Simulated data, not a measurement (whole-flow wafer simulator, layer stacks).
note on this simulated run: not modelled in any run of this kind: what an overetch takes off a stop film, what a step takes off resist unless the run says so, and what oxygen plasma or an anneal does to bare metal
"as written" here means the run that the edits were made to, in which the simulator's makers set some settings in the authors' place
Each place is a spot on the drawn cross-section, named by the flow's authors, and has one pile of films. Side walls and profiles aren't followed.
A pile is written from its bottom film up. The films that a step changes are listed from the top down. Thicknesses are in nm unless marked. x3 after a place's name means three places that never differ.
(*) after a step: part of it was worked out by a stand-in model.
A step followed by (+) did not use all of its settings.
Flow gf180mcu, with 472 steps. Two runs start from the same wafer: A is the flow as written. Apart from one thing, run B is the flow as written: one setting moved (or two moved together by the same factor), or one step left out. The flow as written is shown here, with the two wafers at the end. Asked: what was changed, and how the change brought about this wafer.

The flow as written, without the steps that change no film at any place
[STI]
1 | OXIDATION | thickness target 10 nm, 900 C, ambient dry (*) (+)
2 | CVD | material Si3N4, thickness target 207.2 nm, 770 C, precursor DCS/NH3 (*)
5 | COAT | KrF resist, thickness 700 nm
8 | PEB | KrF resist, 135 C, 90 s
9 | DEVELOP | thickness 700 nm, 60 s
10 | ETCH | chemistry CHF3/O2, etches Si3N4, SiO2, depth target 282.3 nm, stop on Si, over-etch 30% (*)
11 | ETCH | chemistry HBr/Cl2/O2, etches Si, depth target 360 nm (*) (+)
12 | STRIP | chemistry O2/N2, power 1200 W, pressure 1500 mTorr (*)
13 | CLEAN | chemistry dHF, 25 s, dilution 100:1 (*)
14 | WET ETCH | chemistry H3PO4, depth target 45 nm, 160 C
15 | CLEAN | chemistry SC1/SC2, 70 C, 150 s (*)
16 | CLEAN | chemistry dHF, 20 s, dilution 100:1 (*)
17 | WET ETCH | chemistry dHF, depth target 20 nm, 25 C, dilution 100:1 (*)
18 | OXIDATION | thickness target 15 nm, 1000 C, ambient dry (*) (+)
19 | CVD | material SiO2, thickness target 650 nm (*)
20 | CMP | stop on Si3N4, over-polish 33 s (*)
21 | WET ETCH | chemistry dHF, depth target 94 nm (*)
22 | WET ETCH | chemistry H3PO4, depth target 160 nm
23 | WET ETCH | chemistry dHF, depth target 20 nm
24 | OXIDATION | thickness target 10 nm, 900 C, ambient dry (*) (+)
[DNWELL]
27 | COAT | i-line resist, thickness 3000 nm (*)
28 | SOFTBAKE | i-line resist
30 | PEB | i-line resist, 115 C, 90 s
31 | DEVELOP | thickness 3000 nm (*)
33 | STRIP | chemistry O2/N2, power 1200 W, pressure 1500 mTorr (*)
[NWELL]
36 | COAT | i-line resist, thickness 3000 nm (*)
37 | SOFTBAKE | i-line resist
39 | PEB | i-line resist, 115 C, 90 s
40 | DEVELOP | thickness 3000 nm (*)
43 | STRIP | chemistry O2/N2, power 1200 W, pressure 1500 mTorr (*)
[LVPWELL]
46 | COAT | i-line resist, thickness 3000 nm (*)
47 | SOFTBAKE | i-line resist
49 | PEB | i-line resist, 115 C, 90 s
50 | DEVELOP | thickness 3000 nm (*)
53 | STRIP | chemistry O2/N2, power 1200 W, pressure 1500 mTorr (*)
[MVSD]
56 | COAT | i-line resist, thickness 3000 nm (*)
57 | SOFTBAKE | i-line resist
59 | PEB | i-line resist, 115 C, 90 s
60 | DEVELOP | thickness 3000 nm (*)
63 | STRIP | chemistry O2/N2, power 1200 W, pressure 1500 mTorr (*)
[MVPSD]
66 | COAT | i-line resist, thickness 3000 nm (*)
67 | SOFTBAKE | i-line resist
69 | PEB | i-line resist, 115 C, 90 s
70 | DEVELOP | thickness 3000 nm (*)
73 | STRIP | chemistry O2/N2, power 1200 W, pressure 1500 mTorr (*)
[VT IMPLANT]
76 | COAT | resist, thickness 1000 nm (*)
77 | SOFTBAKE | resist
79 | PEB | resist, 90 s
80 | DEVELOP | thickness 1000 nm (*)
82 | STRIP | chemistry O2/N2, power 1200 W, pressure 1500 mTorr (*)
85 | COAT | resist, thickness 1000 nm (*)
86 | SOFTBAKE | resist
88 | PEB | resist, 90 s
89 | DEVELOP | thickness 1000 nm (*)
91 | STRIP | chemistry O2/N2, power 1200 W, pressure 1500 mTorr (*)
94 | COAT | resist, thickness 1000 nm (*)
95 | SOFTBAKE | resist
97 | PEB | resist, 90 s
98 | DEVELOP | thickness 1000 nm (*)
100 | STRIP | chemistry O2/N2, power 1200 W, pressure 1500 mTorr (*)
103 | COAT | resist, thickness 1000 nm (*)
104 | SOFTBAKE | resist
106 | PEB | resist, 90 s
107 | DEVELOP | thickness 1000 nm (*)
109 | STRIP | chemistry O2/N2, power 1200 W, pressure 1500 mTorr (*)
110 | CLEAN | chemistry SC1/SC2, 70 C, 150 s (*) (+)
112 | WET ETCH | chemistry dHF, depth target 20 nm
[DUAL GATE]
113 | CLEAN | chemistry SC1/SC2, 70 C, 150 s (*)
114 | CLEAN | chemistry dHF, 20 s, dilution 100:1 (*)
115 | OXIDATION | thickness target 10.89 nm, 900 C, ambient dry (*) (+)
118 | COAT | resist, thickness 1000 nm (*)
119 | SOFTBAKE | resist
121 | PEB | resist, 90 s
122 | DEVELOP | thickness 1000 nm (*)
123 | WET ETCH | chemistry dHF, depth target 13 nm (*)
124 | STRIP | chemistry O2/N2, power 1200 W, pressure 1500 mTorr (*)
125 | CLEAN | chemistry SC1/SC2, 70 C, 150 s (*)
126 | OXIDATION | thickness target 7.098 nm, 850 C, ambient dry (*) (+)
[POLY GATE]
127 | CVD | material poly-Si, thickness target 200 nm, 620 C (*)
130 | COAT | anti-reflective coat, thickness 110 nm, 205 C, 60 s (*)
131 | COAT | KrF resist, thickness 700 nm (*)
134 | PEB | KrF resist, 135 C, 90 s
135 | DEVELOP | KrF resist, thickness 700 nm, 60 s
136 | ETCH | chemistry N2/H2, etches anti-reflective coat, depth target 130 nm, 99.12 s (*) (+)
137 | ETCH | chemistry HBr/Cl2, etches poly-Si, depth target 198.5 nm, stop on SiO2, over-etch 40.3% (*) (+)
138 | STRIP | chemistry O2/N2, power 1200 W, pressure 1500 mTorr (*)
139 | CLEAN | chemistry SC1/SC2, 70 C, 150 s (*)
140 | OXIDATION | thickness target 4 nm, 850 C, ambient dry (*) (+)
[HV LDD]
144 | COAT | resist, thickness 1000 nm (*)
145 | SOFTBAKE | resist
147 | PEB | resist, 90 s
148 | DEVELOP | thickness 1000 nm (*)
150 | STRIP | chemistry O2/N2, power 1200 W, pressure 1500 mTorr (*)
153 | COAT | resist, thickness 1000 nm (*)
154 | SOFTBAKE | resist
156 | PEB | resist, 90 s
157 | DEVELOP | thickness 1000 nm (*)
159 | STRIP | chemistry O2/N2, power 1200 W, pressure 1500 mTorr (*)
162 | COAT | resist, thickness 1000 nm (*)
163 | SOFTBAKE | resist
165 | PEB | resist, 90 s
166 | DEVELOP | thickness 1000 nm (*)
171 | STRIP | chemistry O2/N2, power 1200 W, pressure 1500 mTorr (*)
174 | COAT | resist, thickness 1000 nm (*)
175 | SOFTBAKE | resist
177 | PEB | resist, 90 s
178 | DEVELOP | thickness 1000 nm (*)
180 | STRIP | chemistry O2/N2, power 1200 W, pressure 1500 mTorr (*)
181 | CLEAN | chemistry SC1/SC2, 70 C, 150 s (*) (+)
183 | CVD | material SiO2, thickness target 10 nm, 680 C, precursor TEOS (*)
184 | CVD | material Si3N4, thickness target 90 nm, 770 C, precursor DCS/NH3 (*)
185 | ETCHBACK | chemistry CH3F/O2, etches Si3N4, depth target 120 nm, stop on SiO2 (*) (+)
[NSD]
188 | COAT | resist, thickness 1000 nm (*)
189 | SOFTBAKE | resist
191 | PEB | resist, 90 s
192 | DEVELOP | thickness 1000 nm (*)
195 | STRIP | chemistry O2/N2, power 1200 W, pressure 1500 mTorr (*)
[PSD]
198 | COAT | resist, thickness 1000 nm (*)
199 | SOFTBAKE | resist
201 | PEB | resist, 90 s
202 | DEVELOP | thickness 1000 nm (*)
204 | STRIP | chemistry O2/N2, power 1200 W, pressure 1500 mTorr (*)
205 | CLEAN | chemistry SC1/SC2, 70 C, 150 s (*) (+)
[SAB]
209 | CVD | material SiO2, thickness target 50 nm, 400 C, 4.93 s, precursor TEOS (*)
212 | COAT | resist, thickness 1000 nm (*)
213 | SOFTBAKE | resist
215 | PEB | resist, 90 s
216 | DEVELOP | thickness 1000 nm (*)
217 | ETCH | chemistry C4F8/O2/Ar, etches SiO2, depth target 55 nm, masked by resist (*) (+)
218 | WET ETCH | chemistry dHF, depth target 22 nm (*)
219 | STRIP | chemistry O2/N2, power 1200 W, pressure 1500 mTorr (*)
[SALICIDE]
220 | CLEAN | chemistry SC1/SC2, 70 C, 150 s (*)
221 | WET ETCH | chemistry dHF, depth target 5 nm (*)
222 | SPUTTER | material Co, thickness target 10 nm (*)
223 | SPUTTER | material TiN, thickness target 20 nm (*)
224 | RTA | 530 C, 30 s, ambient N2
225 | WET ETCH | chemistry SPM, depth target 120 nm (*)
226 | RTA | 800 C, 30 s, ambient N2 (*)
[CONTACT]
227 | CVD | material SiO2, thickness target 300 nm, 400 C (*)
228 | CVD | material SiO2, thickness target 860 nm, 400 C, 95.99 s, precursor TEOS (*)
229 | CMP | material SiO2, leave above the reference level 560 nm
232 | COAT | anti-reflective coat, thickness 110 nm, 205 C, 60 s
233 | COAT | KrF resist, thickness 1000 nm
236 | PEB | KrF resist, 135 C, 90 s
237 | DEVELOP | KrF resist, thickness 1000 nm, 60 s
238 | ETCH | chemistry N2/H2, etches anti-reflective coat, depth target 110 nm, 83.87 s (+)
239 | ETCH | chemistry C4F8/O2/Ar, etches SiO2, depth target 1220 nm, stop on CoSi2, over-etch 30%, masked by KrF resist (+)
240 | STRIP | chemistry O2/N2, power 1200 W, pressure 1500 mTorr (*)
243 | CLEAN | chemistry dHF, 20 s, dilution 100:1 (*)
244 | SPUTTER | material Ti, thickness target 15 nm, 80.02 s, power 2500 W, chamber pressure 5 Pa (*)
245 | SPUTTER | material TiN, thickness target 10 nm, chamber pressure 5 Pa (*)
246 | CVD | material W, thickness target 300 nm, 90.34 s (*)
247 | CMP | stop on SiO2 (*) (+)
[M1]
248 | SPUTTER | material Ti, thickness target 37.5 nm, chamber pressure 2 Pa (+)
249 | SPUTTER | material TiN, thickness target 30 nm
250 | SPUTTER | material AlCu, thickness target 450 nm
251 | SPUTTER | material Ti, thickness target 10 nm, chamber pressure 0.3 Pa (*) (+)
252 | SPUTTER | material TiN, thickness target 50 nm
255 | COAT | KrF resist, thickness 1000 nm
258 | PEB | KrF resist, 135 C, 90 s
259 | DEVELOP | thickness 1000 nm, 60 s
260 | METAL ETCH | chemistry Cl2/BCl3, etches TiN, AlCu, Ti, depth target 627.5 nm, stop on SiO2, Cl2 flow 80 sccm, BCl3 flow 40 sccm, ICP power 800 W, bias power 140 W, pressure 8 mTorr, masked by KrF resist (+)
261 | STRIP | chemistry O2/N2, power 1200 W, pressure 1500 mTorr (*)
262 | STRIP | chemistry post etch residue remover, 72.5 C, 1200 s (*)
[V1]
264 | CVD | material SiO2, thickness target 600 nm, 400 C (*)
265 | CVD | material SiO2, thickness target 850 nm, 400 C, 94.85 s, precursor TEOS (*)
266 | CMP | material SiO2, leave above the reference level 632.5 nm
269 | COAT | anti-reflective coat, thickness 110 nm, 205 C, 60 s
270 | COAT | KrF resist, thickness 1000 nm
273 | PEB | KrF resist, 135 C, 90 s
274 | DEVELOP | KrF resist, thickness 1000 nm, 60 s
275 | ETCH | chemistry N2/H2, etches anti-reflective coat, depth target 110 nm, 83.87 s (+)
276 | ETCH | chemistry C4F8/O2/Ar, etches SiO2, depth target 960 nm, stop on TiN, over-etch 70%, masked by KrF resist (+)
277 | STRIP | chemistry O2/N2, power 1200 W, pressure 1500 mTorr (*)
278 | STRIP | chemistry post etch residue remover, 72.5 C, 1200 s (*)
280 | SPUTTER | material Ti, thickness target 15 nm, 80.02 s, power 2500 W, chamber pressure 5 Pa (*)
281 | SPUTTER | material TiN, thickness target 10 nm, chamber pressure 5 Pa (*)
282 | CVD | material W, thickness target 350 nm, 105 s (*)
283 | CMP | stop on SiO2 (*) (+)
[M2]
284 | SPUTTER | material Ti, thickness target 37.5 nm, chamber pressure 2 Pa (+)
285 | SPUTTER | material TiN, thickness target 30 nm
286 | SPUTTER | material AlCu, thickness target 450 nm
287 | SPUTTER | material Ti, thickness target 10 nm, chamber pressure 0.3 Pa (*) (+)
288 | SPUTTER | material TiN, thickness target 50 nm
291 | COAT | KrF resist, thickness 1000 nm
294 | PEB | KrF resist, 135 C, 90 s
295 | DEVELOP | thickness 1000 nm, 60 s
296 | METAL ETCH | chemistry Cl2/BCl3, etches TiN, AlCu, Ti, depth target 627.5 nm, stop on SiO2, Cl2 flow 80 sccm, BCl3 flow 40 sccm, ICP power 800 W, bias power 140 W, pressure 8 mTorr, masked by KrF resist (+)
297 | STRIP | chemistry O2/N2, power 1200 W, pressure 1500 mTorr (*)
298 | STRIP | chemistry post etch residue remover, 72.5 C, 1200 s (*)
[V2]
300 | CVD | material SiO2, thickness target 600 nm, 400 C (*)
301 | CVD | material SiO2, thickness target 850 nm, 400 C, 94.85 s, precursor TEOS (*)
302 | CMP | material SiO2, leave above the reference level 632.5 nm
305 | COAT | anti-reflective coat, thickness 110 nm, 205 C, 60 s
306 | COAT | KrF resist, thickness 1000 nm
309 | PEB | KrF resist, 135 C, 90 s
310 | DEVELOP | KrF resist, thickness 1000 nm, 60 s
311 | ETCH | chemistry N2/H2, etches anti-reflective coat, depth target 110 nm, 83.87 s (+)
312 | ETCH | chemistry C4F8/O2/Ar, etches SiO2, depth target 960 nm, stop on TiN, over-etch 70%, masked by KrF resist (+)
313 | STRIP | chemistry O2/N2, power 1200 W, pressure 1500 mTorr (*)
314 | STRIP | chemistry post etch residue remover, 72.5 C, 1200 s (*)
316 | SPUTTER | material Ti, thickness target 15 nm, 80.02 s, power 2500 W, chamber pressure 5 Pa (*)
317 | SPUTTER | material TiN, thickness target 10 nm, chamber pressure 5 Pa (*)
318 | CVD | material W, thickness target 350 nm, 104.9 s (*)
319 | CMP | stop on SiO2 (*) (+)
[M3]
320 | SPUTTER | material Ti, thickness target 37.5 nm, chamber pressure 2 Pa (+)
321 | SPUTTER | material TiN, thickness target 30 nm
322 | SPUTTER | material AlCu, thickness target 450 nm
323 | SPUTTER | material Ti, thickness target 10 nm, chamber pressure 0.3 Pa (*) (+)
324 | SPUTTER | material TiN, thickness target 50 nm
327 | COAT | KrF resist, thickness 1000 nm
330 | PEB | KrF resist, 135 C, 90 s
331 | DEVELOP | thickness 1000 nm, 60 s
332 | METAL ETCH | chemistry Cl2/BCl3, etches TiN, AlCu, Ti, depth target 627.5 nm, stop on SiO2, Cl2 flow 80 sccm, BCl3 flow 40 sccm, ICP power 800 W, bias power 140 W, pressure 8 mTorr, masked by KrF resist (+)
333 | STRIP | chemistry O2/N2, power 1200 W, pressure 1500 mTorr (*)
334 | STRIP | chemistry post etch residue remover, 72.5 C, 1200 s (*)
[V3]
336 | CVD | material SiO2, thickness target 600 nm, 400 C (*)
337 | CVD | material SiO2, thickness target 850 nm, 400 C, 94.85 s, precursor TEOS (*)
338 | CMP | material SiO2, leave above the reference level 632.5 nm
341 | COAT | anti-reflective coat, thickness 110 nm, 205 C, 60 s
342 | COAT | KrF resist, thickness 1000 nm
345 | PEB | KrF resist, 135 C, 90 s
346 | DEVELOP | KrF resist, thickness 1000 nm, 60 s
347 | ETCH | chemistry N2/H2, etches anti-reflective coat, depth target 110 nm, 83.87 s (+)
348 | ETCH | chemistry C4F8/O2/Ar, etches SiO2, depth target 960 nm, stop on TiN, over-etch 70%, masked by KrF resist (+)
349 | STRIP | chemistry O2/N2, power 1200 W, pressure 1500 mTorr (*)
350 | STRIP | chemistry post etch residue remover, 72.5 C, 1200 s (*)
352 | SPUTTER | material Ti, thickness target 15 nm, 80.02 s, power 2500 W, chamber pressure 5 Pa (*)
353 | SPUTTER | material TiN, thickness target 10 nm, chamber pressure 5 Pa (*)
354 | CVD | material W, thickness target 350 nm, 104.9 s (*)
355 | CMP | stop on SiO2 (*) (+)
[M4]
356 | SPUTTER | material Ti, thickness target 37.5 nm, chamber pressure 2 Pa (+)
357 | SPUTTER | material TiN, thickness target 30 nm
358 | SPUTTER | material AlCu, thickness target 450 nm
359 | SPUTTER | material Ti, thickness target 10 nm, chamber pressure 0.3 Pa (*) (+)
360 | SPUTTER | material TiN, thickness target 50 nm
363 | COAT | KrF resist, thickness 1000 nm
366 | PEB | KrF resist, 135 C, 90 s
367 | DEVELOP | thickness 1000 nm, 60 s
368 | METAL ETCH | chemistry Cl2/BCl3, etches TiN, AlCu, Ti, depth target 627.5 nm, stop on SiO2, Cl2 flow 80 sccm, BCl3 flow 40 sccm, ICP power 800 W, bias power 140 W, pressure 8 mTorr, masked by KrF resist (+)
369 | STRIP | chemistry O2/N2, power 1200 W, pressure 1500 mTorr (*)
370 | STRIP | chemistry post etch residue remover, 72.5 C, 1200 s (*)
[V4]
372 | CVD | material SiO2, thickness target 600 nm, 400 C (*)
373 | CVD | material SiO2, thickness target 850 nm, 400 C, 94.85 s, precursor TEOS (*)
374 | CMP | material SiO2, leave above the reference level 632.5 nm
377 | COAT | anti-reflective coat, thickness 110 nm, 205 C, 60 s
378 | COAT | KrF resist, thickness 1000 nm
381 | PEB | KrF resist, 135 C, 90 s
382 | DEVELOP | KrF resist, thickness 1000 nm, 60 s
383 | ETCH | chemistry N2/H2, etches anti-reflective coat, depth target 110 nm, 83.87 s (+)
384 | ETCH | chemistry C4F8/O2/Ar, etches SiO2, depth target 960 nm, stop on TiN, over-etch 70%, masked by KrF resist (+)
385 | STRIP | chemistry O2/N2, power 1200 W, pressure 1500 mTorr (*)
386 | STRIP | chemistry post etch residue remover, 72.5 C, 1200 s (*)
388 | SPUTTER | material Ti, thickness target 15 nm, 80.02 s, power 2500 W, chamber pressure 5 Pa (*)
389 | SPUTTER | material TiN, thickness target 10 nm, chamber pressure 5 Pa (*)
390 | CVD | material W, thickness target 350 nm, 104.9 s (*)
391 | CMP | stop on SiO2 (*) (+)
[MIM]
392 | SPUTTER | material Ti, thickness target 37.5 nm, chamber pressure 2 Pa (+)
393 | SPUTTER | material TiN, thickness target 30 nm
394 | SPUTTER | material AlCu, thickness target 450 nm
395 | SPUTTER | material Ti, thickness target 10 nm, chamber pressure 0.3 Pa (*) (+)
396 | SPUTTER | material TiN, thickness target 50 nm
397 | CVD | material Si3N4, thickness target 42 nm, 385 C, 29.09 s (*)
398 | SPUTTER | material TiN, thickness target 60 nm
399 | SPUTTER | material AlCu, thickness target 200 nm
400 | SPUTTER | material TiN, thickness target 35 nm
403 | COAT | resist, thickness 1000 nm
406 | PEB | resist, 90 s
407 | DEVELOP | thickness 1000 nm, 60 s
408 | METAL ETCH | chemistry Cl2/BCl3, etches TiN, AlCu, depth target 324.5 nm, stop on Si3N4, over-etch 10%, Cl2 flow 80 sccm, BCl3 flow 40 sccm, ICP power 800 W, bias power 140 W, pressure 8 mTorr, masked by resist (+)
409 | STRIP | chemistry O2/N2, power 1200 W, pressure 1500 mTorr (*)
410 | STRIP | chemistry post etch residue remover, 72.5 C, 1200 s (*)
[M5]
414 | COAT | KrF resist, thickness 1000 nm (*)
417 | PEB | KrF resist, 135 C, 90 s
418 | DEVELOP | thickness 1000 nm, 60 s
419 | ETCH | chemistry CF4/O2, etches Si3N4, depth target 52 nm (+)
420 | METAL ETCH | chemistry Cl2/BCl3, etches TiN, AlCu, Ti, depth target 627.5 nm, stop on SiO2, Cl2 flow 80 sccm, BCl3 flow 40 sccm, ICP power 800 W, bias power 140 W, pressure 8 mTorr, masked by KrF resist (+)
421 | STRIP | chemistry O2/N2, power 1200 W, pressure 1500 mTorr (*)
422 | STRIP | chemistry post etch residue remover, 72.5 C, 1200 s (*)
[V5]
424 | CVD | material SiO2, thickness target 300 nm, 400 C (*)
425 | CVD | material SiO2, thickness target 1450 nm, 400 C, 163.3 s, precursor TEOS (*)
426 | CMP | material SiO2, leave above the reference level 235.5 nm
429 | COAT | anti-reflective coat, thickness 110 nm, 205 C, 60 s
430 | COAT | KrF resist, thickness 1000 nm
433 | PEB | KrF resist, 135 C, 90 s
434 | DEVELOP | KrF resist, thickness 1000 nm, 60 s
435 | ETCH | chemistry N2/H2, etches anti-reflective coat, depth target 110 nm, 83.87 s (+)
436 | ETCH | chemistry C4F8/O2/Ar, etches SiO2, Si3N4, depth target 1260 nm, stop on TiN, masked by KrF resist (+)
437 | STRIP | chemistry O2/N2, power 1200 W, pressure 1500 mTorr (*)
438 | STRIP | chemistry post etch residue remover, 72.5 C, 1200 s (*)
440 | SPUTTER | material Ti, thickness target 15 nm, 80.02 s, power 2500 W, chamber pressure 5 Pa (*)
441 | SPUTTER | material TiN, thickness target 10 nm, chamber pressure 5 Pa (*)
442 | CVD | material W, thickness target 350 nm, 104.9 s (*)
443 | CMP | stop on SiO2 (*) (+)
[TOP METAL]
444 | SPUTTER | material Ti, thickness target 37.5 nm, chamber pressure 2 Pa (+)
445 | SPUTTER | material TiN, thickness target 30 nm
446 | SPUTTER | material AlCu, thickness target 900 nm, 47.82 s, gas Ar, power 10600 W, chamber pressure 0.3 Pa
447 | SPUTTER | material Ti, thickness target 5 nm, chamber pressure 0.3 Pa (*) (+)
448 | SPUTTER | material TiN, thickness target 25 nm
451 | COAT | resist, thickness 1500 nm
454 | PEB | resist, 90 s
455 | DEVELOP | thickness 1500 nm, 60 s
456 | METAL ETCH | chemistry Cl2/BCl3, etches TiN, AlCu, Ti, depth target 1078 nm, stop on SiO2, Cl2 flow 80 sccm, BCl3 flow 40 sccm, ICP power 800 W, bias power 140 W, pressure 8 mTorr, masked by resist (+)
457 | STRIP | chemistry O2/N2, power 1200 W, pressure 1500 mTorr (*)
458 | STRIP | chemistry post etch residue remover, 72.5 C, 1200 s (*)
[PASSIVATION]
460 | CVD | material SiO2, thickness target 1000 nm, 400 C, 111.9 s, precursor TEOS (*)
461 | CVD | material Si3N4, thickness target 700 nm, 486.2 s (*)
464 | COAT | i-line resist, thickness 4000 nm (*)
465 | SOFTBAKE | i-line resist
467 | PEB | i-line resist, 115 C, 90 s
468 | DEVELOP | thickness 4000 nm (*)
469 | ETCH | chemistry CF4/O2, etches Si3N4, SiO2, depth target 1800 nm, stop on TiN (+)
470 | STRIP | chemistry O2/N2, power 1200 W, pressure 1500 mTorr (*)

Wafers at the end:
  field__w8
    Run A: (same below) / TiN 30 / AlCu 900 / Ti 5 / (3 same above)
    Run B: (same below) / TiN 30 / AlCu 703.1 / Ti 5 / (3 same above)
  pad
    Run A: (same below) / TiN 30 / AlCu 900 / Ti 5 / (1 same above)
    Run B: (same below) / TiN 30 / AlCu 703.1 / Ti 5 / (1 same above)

Cause: step 446, SPUTTER: thickness target 703.1 nm was run, whereas the flow has thickness target 900 nm.
The wafer lets one read it off: field__w8 has AlCu 703.1, and step 446 as written asks for 900 nm.

How this came from the change, step by step:
  446 | SPUTTER | material AlCu, thickness target 900 nm, 47.82 s, gas Ar, power 10600 W, chamber pressure 0.3 Pa
      field, field__w1, field__w2 and 109 more: A AlCu gains 900 (new film) | B AlCu gains 703.1 (new film)
  456 | METAL ETCH | chemistry Cl2/BCl3, etches TiN, AlCu, Ti, depth target 1078 nm, stop on SiO2, Cl2 flow 80 sccm, BCl3 flow 40 sccm, ICP power 800 W, bias power 140 W, pressure 8 mTorr, masked by resist (+)
      field, field__w1, field__w2 and 103 more: A TiN loses 25 (all of it), Ti loses 5 (all of it), AlCu loses 900 (all of it), TiN loses 30 (all of it), Ti loses 37.5 (all of it) | B TiN loses 25 (all of it), Ti loses 5 (all of it), AlCu loses 703.1 (all of it), TiN loses 30 (all of it), Ti loses 37.5 (all of it)
  464 | COAT | i-line resist, thickness 4000 nm (*)
      field__w8: A i-line resist gains 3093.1 (new film) | B i-line resist gains 3267.6 (new film)
      contact: A i-line resist gains 3153.6 (new film) | B i-line resist gains 3309.9 (new film)
      (also at 4 further places)
  465 | SOFTBAKE | i-line resist
      field__w5, field__w9: A i-line resist gains 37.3 | B i-line resist gains 27.5
      sd_p_hv, nw_enc_fld__w1: A i-line resist gains 36.6 | B i-line resist gains 27
      (also at 65 further places)
  467 | PEB | i-line resist, 115 C, 90 s
      field__w8, m1__w1: A i-line resist loses 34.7 | B i-line resist loses 37.8
      contact, m1: A i-line resist loses 35.1 | B i-line resist loses 38.1
      (also at 2 further places)
  468 | DEVELOP | thickness 4000 nm (*)
      pad: A i-line resist loses 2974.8 (all of it) | B i-line resist loses 3167.1 (all of it)
  470 | STRIP | chemistry O2/N2, power 1200 W, pressure 1500 mTorr (*)
      field__w8, m1__w1: A i-line resist loses 1787.7 (all of it) | B i-line resist loses 1977.5 (all of it)
      contact: A i-line resist loses 1811.2 (all of it) | B i-line resist loses 1994.3 (all of it)
      (also at 2 further places)
